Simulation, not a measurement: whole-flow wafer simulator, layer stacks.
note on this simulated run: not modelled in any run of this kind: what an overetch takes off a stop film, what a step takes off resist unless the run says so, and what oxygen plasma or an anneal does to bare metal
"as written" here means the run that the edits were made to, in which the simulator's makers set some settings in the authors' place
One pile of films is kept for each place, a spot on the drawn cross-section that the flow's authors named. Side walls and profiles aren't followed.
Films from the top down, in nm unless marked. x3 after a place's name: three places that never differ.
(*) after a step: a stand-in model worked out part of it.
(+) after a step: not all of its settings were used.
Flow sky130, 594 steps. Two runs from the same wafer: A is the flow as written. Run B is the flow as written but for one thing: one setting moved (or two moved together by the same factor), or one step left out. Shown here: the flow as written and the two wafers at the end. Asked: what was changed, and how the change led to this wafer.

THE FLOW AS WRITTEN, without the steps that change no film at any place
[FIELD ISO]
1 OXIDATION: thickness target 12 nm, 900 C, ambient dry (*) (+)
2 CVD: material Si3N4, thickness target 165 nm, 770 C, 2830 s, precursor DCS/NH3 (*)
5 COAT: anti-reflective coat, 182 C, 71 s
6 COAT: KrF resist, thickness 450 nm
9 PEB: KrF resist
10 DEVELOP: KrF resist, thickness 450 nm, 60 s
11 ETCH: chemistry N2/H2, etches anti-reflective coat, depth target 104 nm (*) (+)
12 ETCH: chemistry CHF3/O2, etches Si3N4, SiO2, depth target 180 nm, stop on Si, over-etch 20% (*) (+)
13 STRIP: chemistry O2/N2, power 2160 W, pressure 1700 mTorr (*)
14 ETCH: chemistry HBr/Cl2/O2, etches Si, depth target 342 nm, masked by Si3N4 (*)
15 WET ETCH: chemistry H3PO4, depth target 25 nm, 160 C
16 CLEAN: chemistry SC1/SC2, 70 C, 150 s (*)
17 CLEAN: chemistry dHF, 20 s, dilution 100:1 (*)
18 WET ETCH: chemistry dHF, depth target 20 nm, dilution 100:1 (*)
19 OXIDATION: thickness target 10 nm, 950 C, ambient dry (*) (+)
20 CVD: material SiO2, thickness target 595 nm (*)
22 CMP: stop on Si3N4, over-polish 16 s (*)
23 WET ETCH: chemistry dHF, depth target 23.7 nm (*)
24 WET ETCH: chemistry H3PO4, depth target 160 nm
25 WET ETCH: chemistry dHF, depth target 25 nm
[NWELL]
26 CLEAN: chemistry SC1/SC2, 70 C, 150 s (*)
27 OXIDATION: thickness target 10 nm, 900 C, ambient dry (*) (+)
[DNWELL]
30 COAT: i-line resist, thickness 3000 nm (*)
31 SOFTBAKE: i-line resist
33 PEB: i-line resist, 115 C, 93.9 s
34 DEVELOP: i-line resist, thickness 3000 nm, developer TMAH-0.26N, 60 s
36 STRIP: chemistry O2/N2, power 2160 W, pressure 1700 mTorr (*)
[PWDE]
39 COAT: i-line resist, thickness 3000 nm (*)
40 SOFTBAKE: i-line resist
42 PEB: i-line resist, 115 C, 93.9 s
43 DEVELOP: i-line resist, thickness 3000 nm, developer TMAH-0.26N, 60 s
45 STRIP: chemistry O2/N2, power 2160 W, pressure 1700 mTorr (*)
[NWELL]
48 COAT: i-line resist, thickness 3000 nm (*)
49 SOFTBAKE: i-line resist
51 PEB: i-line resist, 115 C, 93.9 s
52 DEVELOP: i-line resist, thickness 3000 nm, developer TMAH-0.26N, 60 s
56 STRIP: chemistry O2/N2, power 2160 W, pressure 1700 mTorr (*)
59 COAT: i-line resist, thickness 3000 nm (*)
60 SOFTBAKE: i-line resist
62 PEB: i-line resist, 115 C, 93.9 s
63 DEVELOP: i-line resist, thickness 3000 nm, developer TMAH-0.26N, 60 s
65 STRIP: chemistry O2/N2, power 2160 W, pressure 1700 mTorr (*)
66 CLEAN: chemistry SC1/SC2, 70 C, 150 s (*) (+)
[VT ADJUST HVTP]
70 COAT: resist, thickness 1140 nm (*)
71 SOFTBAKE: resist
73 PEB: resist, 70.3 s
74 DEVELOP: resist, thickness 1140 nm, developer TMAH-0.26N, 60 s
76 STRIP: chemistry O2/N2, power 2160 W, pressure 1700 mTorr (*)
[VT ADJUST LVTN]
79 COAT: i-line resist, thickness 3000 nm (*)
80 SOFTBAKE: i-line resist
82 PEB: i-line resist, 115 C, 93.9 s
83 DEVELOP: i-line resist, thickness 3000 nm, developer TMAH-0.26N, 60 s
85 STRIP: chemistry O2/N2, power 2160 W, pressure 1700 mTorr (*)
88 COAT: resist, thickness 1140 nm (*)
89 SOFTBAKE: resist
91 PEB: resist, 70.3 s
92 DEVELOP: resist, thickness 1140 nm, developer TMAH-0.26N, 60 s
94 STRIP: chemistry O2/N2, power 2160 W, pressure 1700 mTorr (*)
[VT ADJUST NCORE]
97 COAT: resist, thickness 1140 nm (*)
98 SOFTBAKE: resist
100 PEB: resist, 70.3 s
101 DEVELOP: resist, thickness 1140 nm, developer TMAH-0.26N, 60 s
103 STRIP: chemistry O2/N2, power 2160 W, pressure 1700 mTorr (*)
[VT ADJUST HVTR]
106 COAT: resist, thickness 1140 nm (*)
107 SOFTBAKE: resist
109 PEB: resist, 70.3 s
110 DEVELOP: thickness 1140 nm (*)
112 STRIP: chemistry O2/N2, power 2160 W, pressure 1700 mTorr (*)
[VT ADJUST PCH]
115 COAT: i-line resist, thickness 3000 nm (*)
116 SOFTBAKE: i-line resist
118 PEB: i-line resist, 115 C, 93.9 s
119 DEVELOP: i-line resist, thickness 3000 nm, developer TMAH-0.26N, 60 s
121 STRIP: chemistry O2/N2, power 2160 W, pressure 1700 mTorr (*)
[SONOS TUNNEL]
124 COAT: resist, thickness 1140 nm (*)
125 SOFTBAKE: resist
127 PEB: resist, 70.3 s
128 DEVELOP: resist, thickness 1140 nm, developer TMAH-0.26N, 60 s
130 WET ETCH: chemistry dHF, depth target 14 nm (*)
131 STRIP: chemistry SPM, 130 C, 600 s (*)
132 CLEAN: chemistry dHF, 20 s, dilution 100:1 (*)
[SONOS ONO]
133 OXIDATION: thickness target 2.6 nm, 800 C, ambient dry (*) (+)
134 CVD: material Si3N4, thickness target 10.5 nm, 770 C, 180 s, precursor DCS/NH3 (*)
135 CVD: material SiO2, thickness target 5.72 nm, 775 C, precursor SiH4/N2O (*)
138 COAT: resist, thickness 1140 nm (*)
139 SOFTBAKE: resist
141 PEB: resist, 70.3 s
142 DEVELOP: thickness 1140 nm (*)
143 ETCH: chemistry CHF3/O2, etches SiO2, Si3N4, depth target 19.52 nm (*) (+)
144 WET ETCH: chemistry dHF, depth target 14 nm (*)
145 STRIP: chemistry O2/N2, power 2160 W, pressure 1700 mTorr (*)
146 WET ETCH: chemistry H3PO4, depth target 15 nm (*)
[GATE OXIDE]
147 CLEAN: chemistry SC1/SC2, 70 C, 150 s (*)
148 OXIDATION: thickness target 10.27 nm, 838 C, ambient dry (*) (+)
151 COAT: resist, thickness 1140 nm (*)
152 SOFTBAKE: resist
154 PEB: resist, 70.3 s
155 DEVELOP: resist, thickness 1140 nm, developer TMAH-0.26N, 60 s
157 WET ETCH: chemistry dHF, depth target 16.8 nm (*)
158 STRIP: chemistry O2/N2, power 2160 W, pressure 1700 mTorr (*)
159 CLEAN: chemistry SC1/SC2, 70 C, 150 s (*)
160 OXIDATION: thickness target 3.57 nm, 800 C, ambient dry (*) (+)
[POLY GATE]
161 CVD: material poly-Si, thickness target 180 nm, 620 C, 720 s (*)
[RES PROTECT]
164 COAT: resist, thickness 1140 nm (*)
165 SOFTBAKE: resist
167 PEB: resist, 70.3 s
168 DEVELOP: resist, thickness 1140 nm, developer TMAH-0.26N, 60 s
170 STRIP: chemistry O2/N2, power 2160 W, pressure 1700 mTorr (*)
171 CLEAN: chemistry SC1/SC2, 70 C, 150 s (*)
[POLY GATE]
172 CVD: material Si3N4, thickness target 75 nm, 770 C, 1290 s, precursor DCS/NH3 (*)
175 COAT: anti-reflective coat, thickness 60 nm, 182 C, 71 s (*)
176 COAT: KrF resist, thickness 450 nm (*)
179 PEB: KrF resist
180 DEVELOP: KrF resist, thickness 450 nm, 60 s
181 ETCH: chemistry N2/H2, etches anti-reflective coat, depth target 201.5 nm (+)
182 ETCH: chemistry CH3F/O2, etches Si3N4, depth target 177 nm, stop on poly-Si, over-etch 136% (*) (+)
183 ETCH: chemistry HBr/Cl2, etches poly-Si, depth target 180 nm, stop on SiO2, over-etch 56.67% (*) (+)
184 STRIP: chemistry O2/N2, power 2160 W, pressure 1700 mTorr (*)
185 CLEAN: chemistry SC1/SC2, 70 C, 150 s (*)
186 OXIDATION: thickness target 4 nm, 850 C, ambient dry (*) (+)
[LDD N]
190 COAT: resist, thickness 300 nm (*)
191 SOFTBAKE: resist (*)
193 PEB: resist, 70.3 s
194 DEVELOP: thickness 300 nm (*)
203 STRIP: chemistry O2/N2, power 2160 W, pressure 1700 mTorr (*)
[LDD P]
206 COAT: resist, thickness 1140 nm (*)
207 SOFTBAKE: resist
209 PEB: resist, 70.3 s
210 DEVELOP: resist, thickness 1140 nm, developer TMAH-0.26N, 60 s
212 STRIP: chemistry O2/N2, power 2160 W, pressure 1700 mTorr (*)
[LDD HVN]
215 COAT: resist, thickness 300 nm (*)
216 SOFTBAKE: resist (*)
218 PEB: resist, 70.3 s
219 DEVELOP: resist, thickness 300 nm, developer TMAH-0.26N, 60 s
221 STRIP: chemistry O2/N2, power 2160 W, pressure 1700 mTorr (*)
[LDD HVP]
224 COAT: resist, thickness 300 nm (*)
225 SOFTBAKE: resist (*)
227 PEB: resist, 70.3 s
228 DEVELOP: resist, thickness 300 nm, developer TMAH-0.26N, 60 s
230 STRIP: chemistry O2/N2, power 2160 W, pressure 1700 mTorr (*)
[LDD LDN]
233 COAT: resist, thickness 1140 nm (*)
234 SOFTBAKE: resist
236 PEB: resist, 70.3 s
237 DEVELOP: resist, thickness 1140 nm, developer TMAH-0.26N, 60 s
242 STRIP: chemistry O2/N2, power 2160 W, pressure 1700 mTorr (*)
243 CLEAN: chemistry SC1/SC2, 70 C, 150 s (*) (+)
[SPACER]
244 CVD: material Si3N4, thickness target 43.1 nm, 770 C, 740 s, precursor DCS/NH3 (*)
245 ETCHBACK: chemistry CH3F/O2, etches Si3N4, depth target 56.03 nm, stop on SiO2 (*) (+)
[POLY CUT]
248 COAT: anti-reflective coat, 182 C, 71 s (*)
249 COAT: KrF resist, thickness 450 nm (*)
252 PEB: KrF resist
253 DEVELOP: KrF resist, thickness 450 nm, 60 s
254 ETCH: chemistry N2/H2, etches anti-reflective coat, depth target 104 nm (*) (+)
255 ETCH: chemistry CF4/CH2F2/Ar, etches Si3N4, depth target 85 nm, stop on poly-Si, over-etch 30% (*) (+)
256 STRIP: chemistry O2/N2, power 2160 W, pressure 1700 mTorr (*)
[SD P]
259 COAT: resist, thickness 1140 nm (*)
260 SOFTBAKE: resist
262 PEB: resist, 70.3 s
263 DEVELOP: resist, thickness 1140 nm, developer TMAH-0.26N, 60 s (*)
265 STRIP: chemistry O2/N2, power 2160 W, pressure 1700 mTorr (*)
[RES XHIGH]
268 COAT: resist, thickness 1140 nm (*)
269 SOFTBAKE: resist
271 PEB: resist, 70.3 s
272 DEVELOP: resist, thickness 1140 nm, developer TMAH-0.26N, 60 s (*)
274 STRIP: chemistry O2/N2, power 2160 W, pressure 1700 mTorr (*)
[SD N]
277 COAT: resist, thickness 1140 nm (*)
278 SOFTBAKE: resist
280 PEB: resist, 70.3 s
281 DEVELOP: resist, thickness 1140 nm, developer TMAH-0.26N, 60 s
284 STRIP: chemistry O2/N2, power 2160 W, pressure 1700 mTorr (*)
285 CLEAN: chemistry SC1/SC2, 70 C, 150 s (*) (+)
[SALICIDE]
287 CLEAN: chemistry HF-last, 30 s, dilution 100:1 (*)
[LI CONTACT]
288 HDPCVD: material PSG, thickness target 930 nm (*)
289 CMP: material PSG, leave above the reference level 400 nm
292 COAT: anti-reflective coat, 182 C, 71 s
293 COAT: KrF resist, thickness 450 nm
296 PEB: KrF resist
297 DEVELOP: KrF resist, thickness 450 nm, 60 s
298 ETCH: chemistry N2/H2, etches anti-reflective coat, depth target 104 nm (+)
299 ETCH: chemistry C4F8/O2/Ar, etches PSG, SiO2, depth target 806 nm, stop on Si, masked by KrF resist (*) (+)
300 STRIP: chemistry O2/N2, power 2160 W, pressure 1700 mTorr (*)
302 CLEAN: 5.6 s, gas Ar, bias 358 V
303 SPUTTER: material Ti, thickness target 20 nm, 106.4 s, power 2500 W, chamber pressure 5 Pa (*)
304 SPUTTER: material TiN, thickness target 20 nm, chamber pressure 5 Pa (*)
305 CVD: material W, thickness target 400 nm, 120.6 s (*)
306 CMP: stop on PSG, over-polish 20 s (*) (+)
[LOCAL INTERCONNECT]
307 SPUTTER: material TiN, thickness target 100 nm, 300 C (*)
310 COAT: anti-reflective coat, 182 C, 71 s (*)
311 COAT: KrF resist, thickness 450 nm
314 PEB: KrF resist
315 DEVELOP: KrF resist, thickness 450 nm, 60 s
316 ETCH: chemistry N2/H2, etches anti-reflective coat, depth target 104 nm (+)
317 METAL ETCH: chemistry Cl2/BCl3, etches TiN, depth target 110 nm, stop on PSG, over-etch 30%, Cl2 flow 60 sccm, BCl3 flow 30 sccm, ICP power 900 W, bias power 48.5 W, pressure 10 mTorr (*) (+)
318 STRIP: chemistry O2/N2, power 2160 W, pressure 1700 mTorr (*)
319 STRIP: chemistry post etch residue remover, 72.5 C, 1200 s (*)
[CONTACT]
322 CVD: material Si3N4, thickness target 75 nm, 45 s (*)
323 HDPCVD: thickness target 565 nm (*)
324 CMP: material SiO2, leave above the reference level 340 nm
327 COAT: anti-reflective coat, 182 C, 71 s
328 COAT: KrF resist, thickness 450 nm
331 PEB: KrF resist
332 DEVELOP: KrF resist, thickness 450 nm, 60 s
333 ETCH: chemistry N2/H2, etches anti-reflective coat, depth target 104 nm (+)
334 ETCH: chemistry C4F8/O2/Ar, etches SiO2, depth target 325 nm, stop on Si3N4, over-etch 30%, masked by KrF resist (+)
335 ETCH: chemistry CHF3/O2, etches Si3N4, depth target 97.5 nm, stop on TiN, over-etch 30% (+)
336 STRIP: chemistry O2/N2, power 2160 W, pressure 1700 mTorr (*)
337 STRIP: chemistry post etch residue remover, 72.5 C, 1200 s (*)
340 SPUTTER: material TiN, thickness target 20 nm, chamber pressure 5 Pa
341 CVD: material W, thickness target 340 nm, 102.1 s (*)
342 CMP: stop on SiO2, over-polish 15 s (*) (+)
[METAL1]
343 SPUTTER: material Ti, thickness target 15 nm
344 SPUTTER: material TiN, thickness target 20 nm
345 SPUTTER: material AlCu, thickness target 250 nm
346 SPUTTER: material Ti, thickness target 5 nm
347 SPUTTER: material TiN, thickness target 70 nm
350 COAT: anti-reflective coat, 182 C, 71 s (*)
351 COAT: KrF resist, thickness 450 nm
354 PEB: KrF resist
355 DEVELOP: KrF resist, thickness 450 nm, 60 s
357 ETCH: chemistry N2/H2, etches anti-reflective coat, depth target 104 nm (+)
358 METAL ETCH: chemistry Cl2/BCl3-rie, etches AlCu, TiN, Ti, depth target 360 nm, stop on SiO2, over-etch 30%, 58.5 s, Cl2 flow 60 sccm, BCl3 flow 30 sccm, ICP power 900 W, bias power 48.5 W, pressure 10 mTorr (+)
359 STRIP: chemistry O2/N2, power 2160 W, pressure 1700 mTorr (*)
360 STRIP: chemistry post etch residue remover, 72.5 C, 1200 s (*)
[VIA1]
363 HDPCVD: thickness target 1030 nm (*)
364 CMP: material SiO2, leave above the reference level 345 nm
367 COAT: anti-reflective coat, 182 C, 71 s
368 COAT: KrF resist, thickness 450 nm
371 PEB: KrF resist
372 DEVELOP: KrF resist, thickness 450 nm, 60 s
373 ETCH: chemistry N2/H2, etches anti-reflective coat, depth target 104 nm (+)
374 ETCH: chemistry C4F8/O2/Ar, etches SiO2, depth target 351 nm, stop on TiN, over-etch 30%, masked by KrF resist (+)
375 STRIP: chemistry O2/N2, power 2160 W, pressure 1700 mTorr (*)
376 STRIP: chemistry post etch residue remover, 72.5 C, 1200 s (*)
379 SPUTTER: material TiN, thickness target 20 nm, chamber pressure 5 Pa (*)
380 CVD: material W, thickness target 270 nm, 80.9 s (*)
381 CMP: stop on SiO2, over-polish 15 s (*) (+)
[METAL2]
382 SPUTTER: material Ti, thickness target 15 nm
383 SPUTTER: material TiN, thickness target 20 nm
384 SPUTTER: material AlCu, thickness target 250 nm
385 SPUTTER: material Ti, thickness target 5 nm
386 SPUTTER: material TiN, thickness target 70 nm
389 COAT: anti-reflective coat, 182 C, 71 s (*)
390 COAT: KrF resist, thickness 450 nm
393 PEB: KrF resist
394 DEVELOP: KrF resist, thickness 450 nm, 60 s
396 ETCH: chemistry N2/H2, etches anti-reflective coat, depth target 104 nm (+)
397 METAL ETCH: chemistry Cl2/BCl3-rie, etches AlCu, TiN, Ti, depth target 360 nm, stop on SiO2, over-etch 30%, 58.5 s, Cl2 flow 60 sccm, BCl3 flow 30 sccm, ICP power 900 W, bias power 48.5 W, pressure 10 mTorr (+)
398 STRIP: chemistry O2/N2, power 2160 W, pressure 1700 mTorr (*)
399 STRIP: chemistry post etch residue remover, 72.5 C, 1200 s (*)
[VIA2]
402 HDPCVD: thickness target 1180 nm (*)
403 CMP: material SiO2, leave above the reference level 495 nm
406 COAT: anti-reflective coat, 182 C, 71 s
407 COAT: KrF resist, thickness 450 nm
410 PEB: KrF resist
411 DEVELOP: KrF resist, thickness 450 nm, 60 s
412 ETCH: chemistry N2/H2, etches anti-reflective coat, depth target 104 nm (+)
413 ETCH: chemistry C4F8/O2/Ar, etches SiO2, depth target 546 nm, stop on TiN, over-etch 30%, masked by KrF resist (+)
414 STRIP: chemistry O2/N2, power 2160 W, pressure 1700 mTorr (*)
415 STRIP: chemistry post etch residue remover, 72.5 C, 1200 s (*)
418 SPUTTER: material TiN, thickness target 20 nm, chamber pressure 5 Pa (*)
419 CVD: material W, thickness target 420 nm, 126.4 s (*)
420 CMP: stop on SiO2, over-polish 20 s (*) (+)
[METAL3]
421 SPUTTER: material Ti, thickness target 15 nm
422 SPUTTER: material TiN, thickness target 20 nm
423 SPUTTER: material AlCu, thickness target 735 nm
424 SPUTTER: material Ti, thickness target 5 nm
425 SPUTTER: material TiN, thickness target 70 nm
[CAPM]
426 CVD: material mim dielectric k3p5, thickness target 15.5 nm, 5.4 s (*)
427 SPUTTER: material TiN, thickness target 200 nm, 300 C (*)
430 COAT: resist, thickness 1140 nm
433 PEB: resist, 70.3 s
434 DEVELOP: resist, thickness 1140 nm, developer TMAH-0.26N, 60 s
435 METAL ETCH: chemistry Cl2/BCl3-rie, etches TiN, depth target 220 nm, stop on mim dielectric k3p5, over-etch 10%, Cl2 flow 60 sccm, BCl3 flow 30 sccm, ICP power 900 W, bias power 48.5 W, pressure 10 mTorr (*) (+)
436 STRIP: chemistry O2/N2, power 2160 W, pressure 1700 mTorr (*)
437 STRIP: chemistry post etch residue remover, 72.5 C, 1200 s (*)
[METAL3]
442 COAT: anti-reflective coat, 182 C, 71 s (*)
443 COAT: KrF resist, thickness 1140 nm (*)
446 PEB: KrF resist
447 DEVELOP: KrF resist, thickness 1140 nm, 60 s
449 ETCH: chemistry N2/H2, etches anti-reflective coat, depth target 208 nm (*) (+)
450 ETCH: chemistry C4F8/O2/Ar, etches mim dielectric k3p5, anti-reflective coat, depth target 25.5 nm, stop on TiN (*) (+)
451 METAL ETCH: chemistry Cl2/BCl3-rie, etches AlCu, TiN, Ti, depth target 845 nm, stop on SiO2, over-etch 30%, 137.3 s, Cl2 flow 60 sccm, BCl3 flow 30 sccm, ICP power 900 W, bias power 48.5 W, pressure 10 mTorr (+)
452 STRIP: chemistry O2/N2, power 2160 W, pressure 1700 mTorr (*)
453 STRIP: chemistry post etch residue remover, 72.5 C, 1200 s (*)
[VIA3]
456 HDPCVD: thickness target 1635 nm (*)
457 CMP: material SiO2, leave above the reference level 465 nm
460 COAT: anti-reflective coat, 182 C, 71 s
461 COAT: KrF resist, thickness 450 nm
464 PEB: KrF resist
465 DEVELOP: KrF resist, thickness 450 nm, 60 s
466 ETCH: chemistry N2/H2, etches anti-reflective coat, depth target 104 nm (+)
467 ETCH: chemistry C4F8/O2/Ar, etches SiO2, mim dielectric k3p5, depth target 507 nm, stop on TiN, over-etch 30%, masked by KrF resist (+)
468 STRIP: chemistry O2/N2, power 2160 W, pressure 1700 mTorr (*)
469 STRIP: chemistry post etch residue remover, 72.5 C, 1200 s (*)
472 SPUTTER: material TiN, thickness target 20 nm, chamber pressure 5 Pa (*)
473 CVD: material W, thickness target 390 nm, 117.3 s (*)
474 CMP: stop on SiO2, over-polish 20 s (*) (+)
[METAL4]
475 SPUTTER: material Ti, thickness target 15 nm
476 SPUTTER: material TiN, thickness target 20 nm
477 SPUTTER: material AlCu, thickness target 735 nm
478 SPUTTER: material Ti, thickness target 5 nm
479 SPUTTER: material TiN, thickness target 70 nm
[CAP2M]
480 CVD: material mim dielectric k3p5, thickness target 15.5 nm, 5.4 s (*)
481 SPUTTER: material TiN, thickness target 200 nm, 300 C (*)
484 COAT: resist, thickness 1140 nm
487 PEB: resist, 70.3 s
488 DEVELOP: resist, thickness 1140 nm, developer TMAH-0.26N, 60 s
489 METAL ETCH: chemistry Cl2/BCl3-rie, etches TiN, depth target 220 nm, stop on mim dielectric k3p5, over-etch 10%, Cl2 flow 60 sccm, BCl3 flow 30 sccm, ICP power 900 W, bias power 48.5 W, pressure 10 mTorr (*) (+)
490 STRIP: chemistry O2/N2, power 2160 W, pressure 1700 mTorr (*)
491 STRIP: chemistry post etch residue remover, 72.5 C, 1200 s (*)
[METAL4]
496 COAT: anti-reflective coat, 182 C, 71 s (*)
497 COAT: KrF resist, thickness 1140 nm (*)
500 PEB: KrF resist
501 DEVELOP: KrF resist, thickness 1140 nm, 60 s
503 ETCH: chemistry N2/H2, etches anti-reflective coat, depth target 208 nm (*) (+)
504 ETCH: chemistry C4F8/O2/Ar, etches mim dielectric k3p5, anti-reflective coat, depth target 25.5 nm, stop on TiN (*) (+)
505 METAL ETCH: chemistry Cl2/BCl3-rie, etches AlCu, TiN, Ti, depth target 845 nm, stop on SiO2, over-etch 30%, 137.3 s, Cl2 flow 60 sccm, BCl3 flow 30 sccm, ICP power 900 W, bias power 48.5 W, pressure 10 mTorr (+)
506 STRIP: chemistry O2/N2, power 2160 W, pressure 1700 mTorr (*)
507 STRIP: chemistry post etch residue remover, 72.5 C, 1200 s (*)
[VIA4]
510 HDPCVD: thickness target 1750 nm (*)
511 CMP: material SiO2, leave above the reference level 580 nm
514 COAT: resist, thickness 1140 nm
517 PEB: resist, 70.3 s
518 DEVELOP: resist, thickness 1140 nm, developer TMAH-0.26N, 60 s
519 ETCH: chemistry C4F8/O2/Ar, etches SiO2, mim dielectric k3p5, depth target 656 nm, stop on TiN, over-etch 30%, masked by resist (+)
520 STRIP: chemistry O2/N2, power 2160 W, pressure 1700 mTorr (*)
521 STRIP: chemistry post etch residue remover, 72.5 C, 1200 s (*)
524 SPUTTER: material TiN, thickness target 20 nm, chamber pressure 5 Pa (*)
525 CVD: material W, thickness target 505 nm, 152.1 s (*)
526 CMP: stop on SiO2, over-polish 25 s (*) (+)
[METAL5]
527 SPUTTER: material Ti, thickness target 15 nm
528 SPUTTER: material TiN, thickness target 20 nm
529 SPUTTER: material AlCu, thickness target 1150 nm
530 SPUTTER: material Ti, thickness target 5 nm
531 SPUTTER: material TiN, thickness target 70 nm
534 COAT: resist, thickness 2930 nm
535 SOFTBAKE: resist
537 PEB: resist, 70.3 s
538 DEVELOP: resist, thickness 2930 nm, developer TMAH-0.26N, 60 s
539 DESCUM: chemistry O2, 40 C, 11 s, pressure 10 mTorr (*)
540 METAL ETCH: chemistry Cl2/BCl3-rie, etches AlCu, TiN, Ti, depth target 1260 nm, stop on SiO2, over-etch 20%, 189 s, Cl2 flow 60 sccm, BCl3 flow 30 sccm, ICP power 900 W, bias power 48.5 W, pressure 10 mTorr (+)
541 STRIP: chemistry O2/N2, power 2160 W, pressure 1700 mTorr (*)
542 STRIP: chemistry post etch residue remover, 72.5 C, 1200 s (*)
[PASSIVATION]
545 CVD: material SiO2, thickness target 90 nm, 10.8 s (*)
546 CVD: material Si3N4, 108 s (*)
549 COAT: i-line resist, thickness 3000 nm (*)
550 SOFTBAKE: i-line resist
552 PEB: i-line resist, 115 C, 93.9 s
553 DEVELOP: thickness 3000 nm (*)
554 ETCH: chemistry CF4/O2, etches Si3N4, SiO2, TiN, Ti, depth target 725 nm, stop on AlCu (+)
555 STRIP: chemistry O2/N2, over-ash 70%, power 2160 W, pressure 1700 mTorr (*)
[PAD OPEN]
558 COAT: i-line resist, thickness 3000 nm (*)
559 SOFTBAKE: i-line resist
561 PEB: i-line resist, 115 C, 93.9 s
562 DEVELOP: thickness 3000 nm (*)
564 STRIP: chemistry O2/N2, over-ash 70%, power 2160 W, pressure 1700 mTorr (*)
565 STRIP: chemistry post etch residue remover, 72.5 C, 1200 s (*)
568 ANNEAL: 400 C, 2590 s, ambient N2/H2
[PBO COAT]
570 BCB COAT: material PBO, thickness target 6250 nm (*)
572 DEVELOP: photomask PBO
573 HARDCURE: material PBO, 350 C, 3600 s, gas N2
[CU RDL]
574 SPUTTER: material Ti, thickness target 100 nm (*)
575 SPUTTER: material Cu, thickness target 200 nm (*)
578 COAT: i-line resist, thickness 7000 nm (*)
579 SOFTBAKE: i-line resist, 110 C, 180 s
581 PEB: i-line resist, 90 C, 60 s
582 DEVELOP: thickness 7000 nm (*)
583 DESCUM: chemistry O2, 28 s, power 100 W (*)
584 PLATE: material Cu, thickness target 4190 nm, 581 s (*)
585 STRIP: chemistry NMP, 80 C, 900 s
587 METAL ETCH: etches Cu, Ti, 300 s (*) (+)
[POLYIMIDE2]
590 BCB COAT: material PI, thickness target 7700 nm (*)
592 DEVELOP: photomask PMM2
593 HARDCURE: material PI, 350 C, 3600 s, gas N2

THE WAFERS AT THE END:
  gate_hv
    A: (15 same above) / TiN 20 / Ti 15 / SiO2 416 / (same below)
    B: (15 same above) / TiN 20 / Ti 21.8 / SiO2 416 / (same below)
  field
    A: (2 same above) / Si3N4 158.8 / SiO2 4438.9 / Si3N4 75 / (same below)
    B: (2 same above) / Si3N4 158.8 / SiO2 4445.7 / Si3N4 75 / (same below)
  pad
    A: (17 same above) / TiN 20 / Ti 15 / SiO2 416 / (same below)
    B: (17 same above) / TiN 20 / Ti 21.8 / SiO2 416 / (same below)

The cause: step 421, SPUTTER: thickness target 21.8 nm was run, where the flow has thickness target 15 nm.
It can be read off the wafer: gate_hv has Ti 21.8, and step 421 as written asks for 15 nm.

How the change led to this, step by step:
  421 SPUTTER: material Ti, thickness target 15 nm
      field, active, n_well and 188 more: A Ti +15 (new film) | B Ti +21.8 (new film)
  451 METAL ETCH: chemistry Cl2/BCl3-rie, etches AlCu, TiN, Ti, depth target 845 nm, stop on SiO2, over-etch 30%, 137.3 s, Cl2 flow 60 sccm, BCl3 flow 30 sccm, ICP power 900 W, bias power 48.5 W, pressure 10 mTorr (+)
      field, gate, spacer and 68 more: A TiN -70 (all of it), Ti -5 (all of it), AlCu -735 (all of it), TiN -20 (all of it), Ti -15 (all of it), SiO2 -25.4 | B TiN -70 (all of it), Ti -5 (all of it), AlCu -735 (all of it), TiN -20 (all of it), Ti -21.8 (all of it), SiO2 -24.7
      active, vpp_ln, vpp_iso2 and 11 more: A TiN -70 (all of it), Ti -5 (all of it), AlCu -735 (all of it), TiN -20 (all of it), Ti -15 (all of it), SiO2 -25.3 | B TiN -70 (all of it), Ti -5 (all of it), AlCu -735 (all of it), TiN -20 (all of it), Ti -21.8 (all of it), SiO2 -24.7
